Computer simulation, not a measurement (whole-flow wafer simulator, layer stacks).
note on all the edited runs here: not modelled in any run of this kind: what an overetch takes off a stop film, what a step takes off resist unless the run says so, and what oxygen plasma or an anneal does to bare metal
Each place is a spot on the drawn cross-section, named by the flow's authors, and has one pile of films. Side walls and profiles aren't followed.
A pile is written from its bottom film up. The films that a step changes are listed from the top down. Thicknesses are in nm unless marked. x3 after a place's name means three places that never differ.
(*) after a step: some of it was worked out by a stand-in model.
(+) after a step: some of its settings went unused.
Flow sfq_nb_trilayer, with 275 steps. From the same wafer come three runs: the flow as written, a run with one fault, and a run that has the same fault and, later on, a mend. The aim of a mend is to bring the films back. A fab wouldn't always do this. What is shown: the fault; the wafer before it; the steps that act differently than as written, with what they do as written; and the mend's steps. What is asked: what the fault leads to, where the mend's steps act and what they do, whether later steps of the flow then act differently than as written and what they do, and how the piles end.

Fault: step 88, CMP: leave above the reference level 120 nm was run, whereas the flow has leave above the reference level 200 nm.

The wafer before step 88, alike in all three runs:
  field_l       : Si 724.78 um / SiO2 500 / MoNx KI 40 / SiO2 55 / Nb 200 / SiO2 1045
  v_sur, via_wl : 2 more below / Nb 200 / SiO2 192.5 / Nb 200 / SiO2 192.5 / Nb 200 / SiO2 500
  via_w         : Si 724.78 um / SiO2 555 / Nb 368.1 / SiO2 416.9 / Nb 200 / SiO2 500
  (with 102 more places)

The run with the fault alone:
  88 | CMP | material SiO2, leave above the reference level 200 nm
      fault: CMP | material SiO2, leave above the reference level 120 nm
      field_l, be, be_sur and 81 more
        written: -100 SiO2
        fault: -180 SiO2
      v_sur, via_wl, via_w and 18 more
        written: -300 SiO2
        fault: -380 SiO2
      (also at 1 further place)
  Steps later in the flow that act otherwise than as written (not shown: 3 more steps that differ only slightly, by at most 2% or 0.5 nm, whichever is larger):
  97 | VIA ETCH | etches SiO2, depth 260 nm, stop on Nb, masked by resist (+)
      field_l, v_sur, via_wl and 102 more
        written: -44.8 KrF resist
        fault: -31 KrF resist
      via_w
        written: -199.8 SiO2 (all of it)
        fault: -119.8 SiO2 (all of it)
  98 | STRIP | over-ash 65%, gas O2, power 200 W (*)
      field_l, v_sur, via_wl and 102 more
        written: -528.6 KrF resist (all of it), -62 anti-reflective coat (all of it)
        fault: -542.4 KrF resist (all of it), -62 anti-reflective coat (all of it)
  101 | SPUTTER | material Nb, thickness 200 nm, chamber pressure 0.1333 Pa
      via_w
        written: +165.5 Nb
        fault: +183.3 Nb
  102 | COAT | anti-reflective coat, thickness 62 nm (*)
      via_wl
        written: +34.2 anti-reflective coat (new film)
        fault: +38.6 anti-reflective coat (new film)
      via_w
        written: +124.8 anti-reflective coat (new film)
        fault: +106.3 anti-reflective coat (new film)
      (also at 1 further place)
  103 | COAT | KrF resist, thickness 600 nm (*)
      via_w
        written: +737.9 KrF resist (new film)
        fault: +671.9 KrF resist (new film)
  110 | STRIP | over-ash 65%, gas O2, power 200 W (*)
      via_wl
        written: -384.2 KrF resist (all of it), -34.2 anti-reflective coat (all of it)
        fault: -390.1 KrF resist (all of it), -38.6 anti-reflective coat (all of it)
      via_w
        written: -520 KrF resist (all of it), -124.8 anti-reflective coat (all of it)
        fault: -454.1 KrF resist (all of it), -106.3 anti-reflective coat (all of it)
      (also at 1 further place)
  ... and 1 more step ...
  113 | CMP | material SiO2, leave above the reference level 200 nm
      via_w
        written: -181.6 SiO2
        fault: -164.3 SiO2
  The piles end different from the flow's at field_l, v_sur, via_wl and 103 more by more than 2% or 0.5 nm, whichever is larger.
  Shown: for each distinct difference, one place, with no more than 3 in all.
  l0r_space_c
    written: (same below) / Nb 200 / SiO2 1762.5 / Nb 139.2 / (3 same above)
    fault: (same below) / Nb 200 / SiO2 1682.5 / Nb 139.2 / (3 same above)
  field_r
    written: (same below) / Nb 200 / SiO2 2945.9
    fault: (same below) / Nb 200 / SiO2 2865.9
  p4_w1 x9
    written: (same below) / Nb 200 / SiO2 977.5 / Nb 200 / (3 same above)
    fault: (same below) / Nb 200 / SiO2 897.5 / Nb 200 / (3 same above)

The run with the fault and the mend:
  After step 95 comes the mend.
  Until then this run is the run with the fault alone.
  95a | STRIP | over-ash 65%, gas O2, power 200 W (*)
      field_l, v_sur, via_wl and 102 more
        -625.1 KrF resist (all of it), -62 anti-reflective coat (all of it)
      via_w
        -62 anti-reflective coat (all of it)
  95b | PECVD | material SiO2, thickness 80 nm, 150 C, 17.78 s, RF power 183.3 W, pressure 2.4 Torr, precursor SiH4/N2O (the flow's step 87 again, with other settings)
      field_l, v_sur, via_wl and 103 more
        +80 SiO2
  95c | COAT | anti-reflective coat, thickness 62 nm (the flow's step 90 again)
      field_l, v_sur, via_wl and 103 more
        +62 anti-reflective coat (new film)
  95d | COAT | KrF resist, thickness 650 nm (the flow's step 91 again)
      field_l, v_sur, via_wl and 103 more
        +650 KrF resist (new film)
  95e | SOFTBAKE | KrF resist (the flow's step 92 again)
      does not change any film at any place that is followed
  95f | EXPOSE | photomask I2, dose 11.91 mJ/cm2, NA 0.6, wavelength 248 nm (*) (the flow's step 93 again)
      does not change any film at any place that is followed
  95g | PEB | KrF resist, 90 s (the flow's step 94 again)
      field_l, v_sur, via_wl and 103 more
        -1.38 KrF resist
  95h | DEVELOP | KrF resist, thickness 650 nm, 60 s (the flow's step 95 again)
      field_l, v_sur, via_wl and 102 more
        -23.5 KrF resist
      via_w
        -648.6 KrF resist (all of it)
  Every later step of the flow that is run acts as written at every place that is followed.
  At every place that both follow, the piles at the end match the flow's.
